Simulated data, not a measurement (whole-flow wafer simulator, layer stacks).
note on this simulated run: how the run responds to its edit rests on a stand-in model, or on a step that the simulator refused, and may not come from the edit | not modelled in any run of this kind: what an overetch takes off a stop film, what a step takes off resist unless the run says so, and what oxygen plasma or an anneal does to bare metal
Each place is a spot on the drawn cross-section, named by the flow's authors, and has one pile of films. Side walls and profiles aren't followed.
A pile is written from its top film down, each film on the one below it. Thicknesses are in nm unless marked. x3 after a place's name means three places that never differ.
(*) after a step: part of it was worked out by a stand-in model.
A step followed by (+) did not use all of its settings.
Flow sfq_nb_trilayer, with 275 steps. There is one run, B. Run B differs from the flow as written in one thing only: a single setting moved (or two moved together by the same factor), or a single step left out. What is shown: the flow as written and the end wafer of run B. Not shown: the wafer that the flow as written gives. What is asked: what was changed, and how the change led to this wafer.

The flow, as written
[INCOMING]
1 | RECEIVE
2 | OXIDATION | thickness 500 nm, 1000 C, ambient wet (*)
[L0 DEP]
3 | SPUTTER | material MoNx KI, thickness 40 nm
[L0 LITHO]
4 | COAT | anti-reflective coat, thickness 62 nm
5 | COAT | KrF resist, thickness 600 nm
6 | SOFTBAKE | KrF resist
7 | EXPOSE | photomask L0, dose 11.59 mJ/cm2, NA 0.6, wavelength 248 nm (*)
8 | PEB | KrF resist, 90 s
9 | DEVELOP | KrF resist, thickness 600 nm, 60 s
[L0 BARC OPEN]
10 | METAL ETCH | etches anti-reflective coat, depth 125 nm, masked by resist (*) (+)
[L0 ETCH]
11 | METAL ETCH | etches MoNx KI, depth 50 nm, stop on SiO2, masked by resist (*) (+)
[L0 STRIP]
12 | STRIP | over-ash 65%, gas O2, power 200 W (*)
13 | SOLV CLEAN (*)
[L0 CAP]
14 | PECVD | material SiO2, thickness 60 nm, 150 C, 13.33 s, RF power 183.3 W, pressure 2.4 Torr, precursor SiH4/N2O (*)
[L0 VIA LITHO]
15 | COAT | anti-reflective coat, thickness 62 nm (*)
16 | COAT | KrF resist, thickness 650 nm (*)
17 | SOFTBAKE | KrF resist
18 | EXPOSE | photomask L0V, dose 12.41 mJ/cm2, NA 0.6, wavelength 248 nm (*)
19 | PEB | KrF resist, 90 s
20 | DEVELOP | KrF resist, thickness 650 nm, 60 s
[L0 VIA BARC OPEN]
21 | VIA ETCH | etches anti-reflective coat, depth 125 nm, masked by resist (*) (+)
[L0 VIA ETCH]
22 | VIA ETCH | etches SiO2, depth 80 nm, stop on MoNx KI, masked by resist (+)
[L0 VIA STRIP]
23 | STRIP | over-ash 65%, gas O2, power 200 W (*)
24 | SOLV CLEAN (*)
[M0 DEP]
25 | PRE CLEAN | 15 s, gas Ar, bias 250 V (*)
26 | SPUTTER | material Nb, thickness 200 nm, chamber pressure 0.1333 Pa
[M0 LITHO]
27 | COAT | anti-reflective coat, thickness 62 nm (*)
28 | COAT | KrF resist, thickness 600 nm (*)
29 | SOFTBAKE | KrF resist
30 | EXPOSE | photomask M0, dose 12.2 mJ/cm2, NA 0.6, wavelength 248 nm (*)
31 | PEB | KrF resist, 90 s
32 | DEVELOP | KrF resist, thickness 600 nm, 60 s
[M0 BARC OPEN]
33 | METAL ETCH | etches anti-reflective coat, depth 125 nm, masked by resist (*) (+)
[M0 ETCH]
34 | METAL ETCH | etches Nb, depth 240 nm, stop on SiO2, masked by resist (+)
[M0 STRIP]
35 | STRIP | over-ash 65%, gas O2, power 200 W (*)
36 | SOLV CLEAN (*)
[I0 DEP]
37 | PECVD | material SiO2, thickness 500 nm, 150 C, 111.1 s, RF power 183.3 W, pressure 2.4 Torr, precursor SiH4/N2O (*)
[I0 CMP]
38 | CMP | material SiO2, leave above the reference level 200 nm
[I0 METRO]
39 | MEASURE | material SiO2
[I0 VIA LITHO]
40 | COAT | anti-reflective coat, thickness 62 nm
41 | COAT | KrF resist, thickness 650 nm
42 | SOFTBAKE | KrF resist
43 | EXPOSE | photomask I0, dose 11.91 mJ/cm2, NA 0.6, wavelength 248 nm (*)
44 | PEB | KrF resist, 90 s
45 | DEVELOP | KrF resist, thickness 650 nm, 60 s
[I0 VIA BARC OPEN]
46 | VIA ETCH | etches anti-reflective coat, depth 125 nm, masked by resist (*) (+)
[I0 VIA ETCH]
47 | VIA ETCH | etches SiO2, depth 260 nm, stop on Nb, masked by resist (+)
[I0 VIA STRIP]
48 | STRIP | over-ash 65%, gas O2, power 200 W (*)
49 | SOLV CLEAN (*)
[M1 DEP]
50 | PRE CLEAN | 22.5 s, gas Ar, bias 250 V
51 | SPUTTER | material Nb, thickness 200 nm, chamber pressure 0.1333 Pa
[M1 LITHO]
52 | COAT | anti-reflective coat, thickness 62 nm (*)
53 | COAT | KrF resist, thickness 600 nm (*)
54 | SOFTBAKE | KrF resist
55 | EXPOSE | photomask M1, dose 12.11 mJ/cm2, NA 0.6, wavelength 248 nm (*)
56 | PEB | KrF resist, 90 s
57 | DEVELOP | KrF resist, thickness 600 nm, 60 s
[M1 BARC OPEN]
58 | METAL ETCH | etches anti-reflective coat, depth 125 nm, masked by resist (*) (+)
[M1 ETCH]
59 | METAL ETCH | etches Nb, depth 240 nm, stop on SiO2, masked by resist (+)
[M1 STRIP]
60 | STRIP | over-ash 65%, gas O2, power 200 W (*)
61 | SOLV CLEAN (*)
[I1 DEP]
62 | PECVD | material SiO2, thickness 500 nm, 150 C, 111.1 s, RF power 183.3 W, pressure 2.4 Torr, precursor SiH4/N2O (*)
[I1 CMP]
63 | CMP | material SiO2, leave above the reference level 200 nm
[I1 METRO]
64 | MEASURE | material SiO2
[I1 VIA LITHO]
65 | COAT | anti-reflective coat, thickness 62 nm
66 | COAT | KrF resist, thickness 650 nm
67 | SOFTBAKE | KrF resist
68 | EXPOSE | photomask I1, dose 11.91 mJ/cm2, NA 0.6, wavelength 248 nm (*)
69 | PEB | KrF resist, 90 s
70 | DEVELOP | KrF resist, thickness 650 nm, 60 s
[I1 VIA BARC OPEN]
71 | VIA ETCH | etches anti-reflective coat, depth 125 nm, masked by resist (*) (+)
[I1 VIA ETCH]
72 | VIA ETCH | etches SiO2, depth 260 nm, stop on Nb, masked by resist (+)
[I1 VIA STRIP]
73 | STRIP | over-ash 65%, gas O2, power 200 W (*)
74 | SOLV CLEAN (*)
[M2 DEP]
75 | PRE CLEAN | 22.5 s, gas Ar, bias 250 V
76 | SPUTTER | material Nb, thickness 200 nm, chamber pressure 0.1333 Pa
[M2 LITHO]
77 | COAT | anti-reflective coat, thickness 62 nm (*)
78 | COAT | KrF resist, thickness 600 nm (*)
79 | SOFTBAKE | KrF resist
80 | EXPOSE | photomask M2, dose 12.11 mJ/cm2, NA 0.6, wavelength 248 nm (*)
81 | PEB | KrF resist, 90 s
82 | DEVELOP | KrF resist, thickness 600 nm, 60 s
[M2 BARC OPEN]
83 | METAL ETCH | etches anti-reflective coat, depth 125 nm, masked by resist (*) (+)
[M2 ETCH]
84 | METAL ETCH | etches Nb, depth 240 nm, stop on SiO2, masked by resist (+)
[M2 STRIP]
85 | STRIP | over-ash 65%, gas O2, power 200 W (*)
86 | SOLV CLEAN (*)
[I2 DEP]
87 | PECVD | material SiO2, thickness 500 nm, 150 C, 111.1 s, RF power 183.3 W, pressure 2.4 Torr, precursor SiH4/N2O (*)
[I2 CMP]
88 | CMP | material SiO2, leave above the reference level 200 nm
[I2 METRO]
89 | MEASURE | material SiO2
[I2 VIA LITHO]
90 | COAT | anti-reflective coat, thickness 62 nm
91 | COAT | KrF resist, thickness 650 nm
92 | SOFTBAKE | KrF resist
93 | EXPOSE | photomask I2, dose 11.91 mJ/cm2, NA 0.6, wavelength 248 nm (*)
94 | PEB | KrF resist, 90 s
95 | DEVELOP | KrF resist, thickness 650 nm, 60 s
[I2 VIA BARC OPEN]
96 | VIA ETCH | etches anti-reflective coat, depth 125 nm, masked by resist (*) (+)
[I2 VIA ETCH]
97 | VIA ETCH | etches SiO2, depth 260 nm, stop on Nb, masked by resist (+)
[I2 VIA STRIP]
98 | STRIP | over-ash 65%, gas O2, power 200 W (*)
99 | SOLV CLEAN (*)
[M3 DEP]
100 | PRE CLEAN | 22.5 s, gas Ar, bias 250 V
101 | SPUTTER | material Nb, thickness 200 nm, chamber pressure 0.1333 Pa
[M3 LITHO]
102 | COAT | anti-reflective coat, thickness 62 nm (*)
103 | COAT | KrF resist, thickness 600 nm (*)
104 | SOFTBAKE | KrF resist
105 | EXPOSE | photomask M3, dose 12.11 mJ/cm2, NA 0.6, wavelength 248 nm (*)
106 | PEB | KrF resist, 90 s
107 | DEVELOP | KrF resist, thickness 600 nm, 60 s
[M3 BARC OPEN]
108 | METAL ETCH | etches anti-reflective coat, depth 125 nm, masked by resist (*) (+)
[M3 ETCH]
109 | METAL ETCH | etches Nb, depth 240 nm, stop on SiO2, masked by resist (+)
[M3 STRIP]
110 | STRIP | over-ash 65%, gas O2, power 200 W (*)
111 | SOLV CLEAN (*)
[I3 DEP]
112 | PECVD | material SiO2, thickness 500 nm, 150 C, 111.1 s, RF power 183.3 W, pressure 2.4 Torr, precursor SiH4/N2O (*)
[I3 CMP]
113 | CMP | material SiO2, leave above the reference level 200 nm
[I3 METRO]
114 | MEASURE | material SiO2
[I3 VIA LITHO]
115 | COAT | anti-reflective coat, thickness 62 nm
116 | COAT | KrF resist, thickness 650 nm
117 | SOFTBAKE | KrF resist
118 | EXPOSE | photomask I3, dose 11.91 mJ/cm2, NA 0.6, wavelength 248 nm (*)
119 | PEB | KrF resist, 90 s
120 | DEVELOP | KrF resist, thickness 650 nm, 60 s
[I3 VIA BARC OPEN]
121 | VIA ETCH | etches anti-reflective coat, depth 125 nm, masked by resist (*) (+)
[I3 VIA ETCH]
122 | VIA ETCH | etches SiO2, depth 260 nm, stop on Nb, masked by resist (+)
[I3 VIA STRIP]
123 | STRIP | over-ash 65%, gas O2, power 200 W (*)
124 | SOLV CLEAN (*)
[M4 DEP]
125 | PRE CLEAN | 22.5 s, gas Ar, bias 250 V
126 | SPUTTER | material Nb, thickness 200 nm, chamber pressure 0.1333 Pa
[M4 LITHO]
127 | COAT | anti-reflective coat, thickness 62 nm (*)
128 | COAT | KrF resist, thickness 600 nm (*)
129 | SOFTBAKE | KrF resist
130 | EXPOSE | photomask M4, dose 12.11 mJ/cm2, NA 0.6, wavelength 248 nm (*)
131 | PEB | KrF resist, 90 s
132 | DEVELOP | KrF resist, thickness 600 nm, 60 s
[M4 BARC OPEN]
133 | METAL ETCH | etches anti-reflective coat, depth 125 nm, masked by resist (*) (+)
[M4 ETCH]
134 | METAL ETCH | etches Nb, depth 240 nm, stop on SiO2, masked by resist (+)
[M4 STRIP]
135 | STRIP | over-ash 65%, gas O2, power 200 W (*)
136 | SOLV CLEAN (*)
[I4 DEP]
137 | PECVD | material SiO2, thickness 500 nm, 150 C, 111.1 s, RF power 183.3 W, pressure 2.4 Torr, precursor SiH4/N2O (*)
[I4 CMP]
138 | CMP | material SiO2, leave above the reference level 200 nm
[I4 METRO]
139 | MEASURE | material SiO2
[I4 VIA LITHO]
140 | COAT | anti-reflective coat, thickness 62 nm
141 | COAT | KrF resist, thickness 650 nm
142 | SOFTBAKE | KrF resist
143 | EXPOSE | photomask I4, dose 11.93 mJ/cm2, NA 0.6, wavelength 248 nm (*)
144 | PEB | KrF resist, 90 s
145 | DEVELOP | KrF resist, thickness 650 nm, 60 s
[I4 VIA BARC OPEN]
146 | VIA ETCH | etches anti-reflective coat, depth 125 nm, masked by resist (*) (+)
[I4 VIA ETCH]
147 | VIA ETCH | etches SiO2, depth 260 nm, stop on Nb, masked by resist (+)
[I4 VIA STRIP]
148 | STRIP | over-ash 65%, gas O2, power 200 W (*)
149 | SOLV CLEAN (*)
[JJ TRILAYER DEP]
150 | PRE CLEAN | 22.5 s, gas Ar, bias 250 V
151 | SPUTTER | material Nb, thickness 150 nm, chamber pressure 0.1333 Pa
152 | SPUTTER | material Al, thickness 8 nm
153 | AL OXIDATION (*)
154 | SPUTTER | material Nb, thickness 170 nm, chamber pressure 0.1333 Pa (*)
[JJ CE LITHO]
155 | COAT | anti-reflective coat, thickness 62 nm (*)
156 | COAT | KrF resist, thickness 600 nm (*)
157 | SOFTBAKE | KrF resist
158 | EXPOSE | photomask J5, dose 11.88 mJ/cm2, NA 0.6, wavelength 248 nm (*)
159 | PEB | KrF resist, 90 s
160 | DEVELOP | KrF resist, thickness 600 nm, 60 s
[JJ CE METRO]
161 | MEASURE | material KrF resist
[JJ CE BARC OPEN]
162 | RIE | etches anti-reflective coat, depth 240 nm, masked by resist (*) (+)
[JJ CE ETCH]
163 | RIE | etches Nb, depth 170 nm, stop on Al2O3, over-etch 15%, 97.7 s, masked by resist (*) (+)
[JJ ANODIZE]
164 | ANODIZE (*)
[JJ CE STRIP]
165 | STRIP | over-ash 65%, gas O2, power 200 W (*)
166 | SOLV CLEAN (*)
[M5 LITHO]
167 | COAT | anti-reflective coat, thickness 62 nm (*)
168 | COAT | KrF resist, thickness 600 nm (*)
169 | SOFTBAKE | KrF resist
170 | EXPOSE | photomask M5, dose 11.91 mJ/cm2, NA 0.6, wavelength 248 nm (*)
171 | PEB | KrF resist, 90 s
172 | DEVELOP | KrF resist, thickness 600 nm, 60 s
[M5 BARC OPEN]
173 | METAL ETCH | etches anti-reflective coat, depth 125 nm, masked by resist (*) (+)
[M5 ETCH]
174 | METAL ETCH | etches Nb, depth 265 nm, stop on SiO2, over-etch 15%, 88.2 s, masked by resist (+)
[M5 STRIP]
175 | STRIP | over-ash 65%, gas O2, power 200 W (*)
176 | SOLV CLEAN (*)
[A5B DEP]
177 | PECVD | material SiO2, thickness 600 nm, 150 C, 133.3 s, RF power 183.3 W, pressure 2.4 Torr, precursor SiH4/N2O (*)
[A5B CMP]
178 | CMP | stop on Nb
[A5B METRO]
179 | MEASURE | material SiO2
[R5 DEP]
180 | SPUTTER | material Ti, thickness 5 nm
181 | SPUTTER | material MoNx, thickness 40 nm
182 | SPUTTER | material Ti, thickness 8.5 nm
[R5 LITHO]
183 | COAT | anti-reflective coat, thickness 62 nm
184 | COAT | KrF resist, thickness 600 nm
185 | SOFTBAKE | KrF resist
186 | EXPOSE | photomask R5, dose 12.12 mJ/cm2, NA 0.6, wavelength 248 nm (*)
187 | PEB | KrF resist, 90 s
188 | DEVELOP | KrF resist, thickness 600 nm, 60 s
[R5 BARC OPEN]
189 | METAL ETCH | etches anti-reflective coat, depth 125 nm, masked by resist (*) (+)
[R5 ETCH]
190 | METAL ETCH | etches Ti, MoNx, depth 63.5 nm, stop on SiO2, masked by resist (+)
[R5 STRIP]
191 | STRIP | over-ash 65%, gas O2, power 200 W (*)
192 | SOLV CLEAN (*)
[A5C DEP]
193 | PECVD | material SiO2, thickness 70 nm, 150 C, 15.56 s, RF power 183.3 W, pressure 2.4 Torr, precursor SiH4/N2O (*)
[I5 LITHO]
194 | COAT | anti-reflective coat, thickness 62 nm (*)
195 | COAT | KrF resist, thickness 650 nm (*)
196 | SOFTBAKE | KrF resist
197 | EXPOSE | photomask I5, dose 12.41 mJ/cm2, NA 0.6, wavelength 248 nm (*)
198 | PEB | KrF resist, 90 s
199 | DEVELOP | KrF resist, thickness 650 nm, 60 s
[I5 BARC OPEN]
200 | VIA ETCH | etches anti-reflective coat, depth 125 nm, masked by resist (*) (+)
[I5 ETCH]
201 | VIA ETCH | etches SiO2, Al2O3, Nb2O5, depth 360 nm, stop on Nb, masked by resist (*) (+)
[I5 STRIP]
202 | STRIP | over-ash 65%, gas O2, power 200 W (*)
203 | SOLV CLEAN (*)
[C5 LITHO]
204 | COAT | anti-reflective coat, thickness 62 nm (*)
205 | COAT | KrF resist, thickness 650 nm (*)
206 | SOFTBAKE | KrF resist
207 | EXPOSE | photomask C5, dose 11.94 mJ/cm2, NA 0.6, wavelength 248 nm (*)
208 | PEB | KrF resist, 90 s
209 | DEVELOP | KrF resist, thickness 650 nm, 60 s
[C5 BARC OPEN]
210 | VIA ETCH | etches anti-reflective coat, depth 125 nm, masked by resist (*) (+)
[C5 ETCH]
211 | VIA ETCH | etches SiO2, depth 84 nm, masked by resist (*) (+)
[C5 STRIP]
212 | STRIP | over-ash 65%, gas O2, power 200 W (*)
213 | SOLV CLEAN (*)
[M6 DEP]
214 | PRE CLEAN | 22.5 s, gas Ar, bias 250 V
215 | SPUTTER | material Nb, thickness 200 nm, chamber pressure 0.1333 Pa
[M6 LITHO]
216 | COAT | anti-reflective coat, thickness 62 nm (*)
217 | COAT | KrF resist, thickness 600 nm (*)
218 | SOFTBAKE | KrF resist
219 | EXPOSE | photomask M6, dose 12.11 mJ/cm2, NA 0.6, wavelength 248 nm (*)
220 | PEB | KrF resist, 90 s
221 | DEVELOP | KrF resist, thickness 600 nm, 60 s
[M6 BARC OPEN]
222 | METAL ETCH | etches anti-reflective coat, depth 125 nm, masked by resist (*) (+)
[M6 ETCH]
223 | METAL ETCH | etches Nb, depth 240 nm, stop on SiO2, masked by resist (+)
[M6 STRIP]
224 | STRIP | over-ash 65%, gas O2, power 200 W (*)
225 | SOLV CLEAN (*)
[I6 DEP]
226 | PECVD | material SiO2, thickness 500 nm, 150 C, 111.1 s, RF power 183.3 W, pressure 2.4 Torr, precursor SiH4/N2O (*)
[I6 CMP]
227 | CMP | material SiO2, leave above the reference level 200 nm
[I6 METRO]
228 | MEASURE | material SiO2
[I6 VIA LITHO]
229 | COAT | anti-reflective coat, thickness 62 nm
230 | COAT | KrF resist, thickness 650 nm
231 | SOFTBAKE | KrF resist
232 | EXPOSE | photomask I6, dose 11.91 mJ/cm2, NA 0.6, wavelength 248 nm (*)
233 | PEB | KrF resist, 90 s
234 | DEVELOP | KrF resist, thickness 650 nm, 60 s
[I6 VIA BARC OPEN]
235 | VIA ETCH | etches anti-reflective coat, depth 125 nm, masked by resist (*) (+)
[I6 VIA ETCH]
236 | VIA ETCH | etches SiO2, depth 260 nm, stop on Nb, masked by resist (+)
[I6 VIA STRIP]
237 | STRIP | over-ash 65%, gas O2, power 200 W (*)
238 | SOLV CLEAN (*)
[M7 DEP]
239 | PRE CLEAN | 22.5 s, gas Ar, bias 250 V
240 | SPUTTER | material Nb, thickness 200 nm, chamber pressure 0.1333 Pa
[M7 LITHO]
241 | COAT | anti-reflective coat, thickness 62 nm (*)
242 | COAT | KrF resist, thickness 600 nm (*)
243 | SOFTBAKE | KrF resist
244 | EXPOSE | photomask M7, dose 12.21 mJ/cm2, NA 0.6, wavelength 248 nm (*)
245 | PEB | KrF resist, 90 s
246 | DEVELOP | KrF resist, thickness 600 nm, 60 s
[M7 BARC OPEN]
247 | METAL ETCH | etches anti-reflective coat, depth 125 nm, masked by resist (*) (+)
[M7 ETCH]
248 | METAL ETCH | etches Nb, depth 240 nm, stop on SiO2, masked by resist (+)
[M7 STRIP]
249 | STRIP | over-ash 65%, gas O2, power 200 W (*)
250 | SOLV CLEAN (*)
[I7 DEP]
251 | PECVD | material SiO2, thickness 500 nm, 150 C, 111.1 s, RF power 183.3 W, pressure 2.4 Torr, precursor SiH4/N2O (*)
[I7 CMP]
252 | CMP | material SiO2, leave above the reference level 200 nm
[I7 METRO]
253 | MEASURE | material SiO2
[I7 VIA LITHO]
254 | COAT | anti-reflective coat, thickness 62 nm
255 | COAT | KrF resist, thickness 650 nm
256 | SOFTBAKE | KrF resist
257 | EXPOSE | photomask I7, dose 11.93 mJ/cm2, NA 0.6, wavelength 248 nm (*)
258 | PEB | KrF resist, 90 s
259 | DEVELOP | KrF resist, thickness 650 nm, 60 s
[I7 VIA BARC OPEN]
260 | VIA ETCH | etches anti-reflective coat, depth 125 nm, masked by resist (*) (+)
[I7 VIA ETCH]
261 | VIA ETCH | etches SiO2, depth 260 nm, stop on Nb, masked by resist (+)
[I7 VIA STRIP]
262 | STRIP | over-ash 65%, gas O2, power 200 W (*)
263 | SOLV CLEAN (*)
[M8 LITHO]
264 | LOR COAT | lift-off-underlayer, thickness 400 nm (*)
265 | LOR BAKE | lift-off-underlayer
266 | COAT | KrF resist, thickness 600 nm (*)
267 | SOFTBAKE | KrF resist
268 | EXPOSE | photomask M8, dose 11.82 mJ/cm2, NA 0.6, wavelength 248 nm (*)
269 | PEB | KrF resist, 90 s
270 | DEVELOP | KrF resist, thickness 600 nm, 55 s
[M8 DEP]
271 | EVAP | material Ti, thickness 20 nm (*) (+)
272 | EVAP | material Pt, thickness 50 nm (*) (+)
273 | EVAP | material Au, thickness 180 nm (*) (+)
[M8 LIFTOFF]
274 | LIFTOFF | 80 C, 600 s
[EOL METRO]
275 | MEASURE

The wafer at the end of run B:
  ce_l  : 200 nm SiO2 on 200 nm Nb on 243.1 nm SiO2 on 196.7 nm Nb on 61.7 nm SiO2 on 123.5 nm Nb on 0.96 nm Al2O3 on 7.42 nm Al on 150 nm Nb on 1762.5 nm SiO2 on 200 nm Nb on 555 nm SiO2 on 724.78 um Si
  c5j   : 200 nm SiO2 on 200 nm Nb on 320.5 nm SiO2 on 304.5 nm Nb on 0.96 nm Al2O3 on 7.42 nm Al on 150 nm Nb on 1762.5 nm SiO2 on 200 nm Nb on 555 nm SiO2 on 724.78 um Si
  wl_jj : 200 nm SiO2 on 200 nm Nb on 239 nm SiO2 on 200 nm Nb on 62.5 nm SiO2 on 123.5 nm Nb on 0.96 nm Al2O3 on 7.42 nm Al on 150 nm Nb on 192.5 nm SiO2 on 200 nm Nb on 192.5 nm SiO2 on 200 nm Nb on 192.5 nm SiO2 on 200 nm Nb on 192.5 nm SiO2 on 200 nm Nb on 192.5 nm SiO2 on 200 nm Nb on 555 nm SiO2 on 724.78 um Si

The reason: step 190, METAL ETCH: depth 100 nm was run, whereas the flow has depth 63.5 nm.

The path from the change to this, step by step:
  190 | METAL ETCH | etches Ti, MoNx, depth 63.5 nm, stop on SiO2, masked by resist (+)
      be_r, r_sur, res, r_end, r5r_line_l, r5r_line_c, r5r_line_r: -40 KrF resist (it would be, as written: -25.4 KrF resist)
      ce_l, c5j, ce_r, wl_jj: -8.5 Ti (all of it), -40 MoNx (all of it), -5 Ti (all of it), -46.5 Nb (it would be, as written: -8.5 Ti (all of it), -40 MoNx (all of it), -5 Ti (all of it), -10 Nb)
  191 | STRIP | over-ash 65%, gas O2, power 200 W (*)
      be_r, r_sur, res, r_end, r5r_line_l, r5r_line_c, r5r_line_r: -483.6 KrF resist (all of it), -62 anti-reflective coat (all of it) (it would be, as written: -498.2 KrF resist (all of it), -62 anti-reflective coat (all of it))
  194 | COAT | anti-reflective coat, thickness 62 nm (*)
      wl_j_sl, wl_j_sr: +54.7 anti-reflective coat (new film) (it would be, as written: +60.2 anti-reflective coat (new film))
      jj_sur: +55.2 anti-reflective coat (new film) (it would be, as written: +60.8 anti-reflective coat (new film))
      (as well as at 5 more places)
  195 | COAT | KrF resist, thickness 650 nm (*)
      c5j: +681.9 KrF resist (new film) (it would be, as written: +662.7 KrF resist (new film))
      wl_jj: +672.7 KrF resist (new film) (it would be, as written: +654.8 KrF resist (new film))
  202 | STRIP | over-ash 65%, gas O2, power 200 W (*)
      wl_j_sl, wl_j_sr: -333 KrF resist (all of it), -54.7 anti-reflective coat (all of it) (it would be, as written: -333.3 KrF resist (all of it), -60.2 anti-reflective coat (all of it))
      jj_sur: -337.2 KrF resist (all of it), -55.2 anti-reflective coat (all of it) (it would be, as written: -337.2 KrF resist (all of it), -60.8 anti-reflective coat (all of it))
      (as well as at 5 more places)
  204 | COAT | anti-reflective coat, thickness 62 nm (*)
      wl_j_sl, wl_j_sr: +54.7 anti-reflective coat (new film) (it would be, as written: +60.2 anti-reflective coat (new film))
      jj_sur: +53.9 anti-reflective coat (new film) (it would be, as written: +59.5 anti-reflective coat (new film))
      (as well as at 5 more places)
  205 | COAT | KrF resist, thickness 650 nm (*)
      c5j: +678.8 KrF resist (new film) (it would be, as written: +659.4 KrF resist (new film))
      wl_jj: +672.7 KrF resist (new film) (it would be, as written: +654.8 KrF resist (new film))
  209 | DEVELOP | KrF resist, thickness 650 nm, 60 s
      c5j: -677.3 KrF resist (all of it) (it would be, as written: -658.1 KrF resist (all of it))
  210 | VIA ETCH | etches anti-reflective coat, depth 125 nm, masked by resist (*) (+)
      c5j: -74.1 anti-reflective coat (all of it), -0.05 SiO2 (it would be, as written: -63.9 anti-reflective coat (all of it), -0.11 SiO2)
  212 | STRIP | over-ash 65%, gas O2, power 200 W (*)
      wl_j_sl, wl_j_sr: -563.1 KrF resist (all of it), -54.7 anti-reflective coat (all of it) (it would be, as written: -563.4 KrF resist (all of it), -60.2 anti-reflective coat (all of it))
      jj_sur: -561.9 KrF resist (all of it), -53.9 anti-reflective coat (all of it) (it would be, as written: -562 KrF resist (all of it), -59.5 anti-reflective coat (all of it))
      (as well as at 4 more places)
  216 | COAT | anti-reflective coat, thickness 62 nm (*)
      wl_j_sl, wl_j_sr: +55 anti-reflective coat (new film) (it would be, as written: +60.2 anti-reflective coat (new film))
      jj_sur: +50.4 anti-reflective coat (new film) (it would be, as written: +56.1 anti-reflective coat (new film))
      (as well as at 5 more places)
  217 | COAT | KrF resist, thickness 600 nm (*)
      ce_l: +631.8 KrF resist (new film) (it would be, as written: +614.7 KrF resist (new film))
      c5j: +656.1 KrF resist (new film) (it would be, as written: +636 KrF resist (new film))
      (as well as at 2 more places)
  224 | STRIP | over-ash 65%, gas O2, power 200 W (*)
      wl_j_sl, wl_j_sr: -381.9 KrF resist (all of it), -55 anti-reflective coat (all of it) (it would be, as written: -382.5 KrF resist (all of it), -60.2 anti-reflective coat (all of it))
      jj_sur: -378 KrF resist (all of it), -50.4 anti-reflective coat (all of it) (it would be, as written: -378.5 KrF resist (all of it), -56.1 anti-reflective coat (all of it))
      (as well as at 5 more places)
  227 | CMP | material SiO2, leave above the reference level 200 nm
      ce_l, ce_r: -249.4 SiO2 (it would be, as written: -290 SiO2)
      c5j: -182.4 SiO2 (it would be, as written: -223 SiO2)
      (as well as at 1 more place)
